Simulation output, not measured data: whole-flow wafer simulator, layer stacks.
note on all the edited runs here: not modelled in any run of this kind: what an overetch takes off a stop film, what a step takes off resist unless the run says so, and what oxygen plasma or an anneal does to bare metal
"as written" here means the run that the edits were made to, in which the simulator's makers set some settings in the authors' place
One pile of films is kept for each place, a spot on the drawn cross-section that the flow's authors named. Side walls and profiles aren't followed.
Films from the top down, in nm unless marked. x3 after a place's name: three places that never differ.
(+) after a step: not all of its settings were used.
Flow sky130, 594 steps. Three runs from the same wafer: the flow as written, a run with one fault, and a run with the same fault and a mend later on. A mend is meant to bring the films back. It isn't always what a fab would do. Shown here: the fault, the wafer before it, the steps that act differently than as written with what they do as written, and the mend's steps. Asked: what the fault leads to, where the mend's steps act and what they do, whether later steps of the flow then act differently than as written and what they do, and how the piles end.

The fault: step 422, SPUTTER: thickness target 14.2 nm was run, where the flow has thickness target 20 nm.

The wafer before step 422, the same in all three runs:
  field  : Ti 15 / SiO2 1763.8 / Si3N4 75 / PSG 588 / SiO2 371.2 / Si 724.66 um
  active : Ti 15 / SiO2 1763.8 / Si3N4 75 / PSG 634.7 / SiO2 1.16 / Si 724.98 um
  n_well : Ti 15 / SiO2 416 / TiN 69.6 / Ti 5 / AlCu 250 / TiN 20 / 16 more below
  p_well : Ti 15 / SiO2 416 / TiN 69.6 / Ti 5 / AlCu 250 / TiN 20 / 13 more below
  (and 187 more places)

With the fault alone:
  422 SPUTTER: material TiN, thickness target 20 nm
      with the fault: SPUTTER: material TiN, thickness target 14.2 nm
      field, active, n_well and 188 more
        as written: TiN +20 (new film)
        with the fault: TiN +14.2 (new film)
  Later steps of the flow that act differently than as written (14 more steps differ only slightly, by at most 2% or 0.5 nm, whichever is larger, and aren't shown):
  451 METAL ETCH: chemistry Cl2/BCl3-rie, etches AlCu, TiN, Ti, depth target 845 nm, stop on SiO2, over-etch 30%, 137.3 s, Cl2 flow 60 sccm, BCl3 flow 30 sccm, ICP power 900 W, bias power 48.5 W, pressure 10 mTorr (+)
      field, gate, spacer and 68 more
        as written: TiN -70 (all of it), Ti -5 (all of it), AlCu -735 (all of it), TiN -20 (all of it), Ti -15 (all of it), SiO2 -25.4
        with the fault: TiN -70 (all of it), Ti -5 (all of it), AlCu -735 (all of it), TiN -14.2 (all of it), Ti -15 (all of it), SiO2 -25.9
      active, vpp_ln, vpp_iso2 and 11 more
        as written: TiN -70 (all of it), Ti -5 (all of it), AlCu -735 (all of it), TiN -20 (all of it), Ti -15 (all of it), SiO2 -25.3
        with the fault: TiN -70 (all of it), Ti -5 (all of it), AlCu -735 (all of it), TiN -14.2 (all of it), Ti -15 (all of it), SiO2 -25.9
  At the end the piles differ from the flow's by more than 2% or 0.5 nm, whichever is larger, at n_well, p_well, gate_hv and 104 more.
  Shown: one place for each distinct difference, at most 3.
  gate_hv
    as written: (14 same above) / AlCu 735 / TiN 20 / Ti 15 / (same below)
    with the fault: (14 same above) / AlCu 735 / TiN 14.2 / Ti 15 / (same below)
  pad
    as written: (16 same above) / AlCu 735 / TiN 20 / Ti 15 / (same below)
    with the fault: (16 same above) / AlCu 735 / TiN 14.2 / Ti 15 / (same below)
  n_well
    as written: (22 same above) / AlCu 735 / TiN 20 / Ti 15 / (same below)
    with the fault: (22 same above) / AlCu 735 / TiN 14.2 / Ti 15 / (same below)

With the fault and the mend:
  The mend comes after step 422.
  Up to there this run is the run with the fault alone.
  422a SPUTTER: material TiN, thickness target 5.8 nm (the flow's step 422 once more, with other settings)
      field, active, n_well and 188 more
        TiN +5.8
  No later step of the flow acts differently than as written at any place that is followed.
  At the end the piles are the same as the flow's at every place that both follow.
